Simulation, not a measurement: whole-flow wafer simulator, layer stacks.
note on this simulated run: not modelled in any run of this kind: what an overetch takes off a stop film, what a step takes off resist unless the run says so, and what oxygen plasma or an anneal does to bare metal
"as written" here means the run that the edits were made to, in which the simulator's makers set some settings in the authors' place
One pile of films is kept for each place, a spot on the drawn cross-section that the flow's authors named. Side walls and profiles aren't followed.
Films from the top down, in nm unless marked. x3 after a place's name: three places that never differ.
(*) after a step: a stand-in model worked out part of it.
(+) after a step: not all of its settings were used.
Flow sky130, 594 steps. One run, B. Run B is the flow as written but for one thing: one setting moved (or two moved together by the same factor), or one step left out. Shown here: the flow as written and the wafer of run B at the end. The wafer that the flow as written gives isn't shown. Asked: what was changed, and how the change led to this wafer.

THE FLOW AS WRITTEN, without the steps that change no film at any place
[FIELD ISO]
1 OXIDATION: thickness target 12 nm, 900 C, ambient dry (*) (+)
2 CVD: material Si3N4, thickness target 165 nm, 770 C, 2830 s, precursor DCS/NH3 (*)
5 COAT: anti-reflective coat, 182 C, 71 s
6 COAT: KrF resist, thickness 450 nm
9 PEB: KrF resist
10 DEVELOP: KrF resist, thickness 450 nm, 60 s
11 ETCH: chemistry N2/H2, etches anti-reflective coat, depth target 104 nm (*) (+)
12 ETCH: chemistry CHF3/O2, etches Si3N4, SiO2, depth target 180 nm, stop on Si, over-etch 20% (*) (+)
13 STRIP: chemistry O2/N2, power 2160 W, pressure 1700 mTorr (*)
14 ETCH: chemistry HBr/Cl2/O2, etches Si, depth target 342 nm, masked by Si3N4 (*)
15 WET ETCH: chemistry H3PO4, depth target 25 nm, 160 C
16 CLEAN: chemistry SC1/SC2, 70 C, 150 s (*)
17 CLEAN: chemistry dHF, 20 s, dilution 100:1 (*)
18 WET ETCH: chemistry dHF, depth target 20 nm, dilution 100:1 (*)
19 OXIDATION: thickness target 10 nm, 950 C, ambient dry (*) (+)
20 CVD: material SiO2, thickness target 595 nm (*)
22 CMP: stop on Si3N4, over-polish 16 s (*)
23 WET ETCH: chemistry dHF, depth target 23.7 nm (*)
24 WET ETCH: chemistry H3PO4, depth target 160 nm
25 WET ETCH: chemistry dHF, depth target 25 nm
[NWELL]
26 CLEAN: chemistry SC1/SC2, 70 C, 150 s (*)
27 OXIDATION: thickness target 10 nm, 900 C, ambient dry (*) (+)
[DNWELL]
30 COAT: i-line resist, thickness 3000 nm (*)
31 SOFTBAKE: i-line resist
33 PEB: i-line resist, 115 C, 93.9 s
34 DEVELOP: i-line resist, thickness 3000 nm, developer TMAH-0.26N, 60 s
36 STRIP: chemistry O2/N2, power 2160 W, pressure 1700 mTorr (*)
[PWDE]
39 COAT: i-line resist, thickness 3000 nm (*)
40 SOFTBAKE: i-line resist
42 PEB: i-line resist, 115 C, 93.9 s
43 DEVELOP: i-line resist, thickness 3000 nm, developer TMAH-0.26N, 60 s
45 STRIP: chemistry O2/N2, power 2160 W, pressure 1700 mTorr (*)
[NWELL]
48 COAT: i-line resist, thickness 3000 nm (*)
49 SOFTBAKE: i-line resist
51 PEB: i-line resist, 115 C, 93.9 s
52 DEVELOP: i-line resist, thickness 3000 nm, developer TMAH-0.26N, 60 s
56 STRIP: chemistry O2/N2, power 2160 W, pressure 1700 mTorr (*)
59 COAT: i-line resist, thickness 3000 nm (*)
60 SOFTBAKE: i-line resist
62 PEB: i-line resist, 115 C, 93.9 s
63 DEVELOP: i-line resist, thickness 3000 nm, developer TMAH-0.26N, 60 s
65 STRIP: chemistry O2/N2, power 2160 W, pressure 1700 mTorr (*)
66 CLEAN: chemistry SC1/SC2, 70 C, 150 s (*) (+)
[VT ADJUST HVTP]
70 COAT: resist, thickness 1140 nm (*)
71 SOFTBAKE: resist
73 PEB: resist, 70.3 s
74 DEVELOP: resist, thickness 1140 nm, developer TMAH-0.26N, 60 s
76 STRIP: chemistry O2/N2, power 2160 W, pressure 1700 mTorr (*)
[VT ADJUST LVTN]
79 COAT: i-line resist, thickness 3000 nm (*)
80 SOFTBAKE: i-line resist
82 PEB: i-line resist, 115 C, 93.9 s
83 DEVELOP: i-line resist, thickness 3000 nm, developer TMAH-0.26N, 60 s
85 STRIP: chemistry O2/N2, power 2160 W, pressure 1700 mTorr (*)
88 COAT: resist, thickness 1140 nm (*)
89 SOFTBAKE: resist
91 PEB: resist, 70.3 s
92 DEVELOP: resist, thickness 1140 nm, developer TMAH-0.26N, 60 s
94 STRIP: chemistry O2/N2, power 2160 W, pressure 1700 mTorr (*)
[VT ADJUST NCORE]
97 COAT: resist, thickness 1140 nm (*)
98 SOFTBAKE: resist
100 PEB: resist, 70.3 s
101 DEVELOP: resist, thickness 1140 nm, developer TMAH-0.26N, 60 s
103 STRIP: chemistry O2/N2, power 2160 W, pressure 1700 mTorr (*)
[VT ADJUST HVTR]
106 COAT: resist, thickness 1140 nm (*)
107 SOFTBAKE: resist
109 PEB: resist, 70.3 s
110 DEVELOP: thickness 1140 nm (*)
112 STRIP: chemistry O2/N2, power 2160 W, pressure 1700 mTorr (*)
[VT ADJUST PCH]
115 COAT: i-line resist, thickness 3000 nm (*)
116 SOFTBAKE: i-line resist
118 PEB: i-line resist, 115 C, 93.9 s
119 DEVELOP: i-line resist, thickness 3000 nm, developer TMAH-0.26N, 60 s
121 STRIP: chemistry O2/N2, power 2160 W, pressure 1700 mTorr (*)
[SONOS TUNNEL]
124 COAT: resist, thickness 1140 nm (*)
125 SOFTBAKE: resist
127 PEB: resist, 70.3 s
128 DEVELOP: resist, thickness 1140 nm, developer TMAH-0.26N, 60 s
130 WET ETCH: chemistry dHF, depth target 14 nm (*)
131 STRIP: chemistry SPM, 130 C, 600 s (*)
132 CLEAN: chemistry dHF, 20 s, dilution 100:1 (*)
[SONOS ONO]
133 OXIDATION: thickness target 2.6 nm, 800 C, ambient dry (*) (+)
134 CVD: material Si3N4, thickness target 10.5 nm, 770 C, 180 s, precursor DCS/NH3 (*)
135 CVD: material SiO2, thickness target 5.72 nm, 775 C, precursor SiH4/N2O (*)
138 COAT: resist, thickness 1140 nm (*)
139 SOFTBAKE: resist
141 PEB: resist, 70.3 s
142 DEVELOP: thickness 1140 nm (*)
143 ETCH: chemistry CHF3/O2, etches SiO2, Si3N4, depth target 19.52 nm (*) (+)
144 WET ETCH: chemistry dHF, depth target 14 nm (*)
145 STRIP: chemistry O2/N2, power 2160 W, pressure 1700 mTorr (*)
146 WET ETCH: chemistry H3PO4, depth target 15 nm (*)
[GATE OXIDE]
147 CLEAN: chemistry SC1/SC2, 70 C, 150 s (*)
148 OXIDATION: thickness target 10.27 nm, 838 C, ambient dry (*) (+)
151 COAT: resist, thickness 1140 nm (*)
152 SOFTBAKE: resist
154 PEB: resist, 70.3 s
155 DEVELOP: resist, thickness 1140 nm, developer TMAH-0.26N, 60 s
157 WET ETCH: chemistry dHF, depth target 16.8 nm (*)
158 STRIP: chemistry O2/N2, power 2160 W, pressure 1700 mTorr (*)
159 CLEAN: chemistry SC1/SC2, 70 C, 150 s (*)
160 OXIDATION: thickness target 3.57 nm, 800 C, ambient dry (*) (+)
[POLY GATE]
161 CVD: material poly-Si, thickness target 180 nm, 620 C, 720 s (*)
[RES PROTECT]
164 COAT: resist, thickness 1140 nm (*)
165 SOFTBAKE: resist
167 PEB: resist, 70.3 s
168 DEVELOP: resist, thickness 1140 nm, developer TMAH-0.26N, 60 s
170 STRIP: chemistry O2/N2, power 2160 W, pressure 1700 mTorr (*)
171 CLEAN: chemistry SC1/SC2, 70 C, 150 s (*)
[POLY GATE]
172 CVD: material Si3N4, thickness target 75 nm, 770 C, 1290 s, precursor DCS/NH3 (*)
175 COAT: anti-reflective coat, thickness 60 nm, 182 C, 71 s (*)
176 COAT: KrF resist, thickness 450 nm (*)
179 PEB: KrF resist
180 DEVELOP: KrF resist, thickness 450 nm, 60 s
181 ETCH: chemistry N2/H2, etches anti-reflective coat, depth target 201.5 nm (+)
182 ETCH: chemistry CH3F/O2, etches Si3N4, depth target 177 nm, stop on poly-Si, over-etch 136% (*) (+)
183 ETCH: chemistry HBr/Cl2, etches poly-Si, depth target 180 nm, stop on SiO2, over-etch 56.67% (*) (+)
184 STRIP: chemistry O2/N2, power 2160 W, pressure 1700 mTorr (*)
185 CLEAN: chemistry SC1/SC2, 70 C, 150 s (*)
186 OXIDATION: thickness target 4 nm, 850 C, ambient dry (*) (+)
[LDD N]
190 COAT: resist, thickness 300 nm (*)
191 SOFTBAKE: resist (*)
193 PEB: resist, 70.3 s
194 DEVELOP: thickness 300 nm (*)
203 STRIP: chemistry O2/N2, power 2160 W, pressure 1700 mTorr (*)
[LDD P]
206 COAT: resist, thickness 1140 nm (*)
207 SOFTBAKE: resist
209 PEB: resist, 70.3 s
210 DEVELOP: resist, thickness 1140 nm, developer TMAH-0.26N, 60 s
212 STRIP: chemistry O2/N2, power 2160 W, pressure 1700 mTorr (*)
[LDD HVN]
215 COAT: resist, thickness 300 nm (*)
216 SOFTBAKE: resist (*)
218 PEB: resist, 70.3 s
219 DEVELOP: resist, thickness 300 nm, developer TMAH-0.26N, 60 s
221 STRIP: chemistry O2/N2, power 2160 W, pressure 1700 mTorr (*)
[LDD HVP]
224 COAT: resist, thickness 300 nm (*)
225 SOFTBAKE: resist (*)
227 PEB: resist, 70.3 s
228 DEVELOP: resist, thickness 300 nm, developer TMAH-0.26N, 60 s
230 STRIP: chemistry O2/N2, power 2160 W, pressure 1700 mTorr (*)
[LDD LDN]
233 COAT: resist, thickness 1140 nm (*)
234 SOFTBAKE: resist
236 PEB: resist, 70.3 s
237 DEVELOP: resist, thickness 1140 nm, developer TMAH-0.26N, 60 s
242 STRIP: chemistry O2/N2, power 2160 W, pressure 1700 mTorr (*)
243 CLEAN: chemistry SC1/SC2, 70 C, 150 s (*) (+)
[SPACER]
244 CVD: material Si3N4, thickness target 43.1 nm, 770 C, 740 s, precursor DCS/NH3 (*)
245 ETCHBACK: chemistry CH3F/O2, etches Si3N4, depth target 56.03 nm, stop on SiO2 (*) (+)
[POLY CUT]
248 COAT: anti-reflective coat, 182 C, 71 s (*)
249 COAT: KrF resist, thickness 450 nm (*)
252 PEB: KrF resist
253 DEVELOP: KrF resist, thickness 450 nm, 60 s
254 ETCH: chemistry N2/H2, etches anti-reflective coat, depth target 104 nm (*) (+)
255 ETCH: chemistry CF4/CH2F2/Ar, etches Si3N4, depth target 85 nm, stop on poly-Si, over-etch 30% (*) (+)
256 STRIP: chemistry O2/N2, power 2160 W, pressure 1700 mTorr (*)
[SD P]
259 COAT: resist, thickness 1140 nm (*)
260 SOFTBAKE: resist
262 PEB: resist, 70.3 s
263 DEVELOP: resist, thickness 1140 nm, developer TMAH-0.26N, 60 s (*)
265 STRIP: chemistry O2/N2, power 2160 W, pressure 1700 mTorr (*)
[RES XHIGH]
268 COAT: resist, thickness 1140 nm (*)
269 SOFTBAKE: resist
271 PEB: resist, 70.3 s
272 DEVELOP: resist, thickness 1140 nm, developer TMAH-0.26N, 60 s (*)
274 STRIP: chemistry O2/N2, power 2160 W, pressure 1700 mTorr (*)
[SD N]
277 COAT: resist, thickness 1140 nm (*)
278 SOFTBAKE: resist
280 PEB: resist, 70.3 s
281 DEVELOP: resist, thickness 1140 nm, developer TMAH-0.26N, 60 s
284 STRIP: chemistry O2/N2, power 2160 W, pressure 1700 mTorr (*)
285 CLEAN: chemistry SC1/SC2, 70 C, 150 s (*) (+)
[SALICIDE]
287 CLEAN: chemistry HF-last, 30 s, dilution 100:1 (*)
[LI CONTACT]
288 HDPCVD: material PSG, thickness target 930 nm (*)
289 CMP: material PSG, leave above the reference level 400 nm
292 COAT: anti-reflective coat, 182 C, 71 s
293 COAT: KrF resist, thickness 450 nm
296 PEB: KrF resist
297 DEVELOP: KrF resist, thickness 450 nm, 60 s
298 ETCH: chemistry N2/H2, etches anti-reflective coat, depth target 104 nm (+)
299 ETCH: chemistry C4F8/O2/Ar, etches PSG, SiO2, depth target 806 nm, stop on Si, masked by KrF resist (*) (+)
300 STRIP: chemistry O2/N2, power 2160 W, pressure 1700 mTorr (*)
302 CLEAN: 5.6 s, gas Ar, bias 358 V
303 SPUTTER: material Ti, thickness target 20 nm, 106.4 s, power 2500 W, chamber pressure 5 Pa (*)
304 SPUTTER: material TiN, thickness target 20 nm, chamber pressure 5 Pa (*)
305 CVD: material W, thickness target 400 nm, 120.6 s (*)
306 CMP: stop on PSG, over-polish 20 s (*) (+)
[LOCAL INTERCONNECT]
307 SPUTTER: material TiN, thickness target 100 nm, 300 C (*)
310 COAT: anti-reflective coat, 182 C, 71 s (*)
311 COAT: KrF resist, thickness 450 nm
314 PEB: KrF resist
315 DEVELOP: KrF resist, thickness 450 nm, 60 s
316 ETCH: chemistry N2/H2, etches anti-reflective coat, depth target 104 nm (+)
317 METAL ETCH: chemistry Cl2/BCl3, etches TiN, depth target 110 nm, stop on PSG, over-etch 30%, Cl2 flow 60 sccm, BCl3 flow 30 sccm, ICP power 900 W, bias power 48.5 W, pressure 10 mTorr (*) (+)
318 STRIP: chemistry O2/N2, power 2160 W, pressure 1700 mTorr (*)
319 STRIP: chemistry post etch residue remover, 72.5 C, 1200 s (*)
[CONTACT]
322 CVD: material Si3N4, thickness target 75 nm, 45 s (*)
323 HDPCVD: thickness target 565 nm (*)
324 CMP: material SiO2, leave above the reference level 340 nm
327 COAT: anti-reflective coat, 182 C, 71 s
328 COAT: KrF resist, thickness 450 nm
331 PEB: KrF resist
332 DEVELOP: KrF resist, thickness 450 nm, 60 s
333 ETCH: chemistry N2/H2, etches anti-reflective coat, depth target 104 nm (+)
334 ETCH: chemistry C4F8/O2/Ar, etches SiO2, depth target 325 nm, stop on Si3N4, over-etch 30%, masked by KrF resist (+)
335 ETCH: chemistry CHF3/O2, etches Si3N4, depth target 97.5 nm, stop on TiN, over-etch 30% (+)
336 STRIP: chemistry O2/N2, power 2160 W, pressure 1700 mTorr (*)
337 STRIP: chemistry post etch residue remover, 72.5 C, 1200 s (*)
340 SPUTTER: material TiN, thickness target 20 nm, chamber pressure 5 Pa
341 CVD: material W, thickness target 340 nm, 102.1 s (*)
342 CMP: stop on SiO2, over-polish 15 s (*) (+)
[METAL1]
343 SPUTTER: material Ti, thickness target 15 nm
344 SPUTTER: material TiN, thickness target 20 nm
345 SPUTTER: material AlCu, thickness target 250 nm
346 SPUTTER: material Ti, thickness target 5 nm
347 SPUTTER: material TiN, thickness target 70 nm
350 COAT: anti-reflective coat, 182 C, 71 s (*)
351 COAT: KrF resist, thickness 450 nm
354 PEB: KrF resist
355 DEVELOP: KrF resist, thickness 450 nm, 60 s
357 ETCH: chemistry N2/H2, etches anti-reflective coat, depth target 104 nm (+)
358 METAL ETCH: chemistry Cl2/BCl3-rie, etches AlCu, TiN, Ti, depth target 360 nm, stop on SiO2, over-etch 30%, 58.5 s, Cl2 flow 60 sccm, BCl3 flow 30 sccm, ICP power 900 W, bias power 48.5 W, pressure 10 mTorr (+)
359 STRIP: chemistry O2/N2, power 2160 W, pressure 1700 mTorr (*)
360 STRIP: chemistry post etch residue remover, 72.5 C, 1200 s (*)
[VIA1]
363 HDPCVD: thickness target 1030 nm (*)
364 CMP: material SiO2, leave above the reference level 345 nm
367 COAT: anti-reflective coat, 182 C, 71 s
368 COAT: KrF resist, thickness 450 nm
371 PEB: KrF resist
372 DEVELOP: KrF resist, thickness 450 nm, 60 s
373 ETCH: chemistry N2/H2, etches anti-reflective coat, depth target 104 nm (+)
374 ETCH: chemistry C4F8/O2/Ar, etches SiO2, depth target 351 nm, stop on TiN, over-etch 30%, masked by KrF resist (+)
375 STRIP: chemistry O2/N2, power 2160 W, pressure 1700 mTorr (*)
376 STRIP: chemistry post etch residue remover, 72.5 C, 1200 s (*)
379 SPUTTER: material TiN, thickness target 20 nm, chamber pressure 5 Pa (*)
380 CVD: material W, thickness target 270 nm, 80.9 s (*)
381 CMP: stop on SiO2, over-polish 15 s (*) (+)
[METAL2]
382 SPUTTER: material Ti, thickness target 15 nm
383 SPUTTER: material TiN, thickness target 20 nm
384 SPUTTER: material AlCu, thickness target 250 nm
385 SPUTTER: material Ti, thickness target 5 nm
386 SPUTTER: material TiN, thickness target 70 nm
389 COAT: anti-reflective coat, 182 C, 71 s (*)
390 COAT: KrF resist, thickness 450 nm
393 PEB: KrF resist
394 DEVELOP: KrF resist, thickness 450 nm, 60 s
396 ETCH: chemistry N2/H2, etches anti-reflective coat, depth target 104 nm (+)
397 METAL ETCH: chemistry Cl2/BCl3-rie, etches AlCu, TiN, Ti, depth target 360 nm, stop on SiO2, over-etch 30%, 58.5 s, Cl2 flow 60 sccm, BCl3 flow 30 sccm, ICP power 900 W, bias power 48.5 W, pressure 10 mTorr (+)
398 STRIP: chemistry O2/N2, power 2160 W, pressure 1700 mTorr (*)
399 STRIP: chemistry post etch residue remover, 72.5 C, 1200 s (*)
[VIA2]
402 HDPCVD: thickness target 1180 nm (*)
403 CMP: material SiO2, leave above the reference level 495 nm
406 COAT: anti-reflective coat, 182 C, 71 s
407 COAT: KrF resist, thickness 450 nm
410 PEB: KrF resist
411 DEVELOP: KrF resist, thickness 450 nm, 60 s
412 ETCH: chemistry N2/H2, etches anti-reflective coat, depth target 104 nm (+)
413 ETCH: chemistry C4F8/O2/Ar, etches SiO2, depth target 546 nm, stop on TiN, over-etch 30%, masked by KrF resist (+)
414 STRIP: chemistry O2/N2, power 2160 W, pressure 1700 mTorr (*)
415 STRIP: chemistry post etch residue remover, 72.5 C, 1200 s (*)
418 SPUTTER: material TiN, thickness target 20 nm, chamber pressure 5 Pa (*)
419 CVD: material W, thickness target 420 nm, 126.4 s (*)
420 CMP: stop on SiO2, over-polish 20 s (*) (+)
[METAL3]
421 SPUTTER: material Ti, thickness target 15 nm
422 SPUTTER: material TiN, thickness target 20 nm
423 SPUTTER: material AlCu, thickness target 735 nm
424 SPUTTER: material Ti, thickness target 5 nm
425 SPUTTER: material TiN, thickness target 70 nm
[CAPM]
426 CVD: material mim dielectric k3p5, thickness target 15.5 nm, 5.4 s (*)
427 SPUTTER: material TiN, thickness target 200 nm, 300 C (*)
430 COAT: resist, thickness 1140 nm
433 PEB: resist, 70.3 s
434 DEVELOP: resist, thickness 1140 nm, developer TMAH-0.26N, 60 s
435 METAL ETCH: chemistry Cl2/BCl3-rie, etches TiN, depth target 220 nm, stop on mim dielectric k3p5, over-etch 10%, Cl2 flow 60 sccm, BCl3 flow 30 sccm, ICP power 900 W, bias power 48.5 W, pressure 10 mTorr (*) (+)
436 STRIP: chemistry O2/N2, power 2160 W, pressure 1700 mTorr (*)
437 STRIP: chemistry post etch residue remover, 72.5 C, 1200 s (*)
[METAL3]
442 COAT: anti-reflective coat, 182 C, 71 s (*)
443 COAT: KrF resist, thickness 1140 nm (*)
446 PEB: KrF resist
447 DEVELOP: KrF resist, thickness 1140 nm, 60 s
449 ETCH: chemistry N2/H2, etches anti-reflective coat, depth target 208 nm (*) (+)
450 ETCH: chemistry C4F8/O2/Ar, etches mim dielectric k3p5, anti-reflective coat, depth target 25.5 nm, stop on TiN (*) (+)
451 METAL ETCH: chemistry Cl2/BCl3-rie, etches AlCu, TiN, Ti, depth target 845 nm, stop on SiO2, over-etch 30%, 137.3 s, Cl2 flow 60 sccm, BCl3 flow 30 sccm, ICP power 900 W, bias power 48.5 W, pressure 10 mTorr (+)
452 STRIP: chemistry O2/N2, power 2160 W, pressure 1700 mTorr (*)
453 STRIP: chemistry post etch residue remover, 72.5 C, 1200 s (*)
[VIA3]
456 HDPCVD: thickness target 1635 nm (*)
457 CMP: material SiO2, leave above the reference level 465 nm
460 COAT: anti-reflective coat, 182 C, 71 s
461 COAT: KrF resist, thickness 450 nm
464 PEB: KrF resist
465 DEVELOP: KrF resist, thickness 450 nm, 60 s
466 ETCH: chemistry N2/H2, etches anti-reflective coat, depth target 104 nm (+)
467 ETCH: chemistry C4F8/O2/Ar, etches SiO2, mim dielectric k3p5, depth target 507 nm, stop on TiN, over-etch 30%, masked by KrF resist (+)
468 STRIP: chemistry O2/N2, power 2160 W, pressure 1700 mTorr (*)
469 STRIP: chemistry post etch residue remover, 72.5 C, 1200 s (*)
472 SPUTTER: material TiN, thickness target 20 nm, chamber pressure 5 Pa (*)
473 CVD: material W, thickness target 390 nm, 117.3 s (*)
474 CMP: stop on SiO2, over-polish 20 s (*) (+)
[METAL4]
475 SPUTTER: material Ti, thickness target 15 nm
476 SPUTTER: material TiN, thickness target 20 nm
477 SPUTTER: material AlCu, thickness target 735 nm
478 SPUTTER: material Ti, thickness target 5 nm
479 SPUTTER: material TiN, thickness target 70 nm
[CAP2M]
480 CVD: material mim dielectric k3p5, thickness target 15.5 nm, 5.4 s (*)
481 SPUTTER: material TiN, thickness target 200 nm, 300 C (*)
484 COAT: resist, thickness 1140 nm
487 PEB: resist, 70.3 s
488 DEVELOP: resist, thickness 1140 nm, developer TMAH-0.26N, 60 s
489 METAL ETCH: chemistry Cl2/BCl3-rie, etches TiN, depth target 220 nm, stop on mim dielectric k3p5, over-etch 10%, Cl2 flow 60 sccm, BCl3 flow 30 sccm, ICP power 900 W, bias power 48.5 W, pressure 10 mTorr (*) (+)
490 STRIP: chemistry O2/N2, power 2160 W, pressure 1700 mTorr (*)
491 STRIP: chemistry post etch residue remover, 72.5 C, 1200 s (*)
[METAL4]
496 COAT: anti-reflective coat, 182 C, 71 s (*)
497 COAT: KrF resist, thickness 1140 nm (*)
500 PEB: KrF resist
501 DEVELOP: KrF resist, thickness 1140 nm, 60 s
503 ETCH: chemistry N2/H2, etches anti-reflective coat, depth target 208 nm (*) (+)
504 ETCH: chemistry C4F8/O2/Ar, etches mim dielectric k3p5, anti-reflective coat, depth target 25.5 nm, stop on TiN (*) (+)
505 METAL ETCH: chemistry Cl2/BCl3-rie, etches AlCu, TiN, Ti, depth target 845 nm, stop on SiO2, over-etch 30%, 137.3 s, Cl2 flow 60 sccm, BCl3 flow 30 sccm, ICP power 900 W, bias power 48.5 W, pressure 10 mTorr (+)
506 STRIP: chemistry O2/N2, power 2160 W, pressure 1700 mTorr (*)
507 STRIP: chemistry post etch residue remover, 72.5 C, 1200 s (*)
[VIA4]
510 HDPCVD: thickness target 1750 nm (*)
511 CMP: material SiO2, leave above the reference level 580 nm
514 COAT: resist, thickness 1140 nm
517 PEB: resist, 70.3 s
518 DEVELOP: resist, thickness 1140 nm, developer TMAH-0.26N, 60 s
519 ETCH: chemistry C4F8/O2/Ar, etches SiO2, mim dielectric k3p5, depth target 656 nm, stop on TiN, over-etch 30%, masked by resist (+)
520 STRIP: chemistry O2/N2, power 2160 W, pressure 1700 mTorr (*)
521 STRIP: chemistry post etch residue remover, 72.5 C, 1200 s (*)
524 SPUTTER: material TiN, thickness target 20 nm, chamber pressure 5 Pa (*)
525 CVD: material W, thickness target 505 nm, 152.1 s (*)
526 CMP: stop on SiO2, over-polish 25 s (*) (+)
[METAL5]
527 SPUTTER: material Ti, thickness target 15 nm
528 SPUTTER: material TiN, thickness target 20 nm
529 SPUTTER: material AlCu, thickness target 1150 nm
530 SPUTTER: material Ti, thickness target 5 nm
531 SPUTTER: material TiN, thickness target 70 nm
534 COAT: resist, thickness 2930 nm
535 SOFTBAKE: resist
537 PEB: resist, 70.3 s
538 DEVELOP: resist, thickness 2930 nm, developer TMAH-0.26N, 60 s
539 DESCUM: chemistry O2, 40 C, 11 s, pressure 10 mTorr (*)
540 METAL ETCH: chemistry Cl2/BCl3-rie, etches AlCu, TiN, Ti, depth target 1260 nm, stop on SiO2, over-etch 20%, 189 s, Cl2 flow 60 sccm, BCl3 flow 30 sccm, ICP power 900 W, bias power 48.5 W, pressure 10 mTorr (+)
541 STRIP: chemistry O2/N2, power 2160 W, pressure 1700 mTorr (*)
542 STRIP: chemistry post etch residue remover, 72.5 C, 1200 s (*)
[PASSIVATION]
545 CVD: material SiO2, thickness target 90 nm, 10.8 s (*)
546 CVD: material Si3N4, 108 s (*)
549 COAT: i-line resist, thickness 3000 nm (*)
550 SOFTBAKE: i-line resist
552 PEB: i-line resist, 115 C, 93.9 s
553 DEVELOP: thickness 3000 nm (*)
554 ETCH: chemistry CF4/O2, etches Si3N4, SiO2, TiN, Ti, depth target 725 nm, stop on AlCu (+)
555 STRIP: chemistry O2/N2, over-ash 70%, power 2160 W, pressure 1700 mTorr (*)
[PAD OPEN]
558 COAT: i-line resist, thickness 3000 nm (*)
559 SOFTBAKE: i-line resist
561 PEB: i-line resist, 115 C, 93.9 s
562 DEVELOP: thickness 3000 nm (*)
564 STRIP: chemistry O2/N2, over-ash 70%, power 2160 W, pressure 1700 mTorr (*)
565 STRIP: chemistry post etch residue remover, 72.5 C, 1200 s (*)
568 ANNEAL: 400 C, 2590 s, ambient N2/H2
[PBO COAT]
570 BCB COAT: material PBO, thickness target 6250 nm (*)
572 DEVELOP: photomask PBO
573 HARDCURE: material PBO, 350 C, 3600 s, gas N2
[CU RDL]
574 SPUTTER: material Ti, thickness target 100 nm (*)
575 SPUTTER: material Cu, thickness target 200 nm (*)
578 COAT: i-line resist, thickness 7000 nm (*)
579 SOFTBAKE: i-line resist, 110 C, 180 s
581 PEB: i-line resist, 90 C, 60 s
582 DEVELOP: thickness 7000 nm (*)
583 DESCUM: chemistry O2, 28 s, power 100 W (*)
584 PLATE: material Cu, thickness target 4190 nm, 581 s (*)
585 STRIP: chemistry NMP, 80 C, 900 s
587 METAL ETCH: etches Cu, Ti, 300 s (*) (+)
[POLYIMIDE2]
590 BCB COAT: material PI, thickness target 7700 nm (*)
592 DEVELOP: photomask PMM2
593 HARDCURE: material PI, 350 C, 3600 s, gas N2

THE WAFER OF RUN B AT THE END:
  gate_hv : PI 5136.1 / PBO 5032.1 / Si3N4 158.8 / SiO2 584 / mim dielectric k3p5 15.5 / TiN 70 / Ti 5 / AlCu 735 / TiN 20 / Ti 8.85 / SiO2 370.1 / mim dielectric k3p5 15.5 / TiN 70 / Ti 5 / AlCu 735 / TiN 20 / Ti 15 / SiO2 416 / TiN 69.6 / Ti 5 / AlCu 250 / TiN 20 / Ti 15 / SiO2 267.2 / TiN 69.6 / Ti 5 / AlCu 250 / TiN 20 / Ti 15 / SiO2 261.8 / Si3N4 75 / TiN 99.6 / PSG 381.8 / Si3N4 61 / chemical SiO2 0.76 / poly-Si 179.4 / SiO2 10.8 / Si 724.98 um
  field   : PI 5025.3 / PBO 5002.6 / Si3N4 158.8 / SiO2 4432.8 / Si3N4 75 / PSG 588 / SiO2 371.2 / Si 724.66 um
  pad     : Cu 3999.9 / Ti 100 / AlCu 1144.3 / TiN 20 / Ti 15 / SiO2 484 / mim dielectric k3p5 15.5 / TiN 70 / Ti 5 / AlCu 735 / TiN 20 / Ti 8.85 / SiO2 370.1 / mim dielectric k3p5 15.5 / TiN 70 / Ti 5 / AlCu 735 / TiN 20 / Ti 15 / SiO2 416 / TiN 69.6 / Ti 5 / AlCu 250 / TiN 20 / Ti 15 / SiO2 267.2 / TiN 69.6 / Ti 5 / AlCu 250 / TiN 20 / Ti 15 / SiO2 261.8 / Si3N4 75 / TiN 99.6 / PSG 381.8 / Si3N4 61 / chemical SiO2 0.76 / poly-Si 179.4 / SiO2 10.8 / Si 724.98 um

The cause: step 475, SPUTTER: thickness target 8.85 nm was run, where the flow has thickness target 15 nm.
It can be read off the wafer: gate_hv has Ti 8.85, and step 475 as written asks for 15 nm.

How the change led to this, step by step:
  475 SPUTTER: material Ti, thickness target 15 nm
      field, active, n_well and 189 more: Ti +8.85 (new film) (as written it would be: Ti +15 (new film))
  505 METAL ETCH: chemistry Cl2/BCl3-rie, etches AlCu, TiN, Ti, depth target 845 nm, stop on SiO2, over-etch 30%, 137.3 s, Cl2 flow 60 sccm, BCl3 flow 30 sccm, ICP power 900 W, bias power 48.5 W, pressure 10 mTorr (+)
      field, gate, spacer and 68 more: TiN -70 (all of it), Ti -5 (all of it), AlCu -735 (all of it), TiN -20 (all of it), Ti -8.85 (all of it), SiO2 -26 (as written it would be: TiN -70 (all of it), Ti -5 (all of it), AlCu -735 (all of it), TiN -20 (all of it), Ti -15 (all of it), SiO2 -25.4)
      active, vpp_iso1, mim_edge_plate and 14 more: TiN -70 (all of it), Ti -5 (all of it), AlCu -735 (all of it), TiN -20 (all of it), Ti -8.85 (all of it), SiO2 -26 (as written it would be: TiN -70 (all of it), Ti -5 (all of it), AlCu -735 (all of it), TiN -20 (all of it), Ti -15 (all of it), SiO2 -25.3)
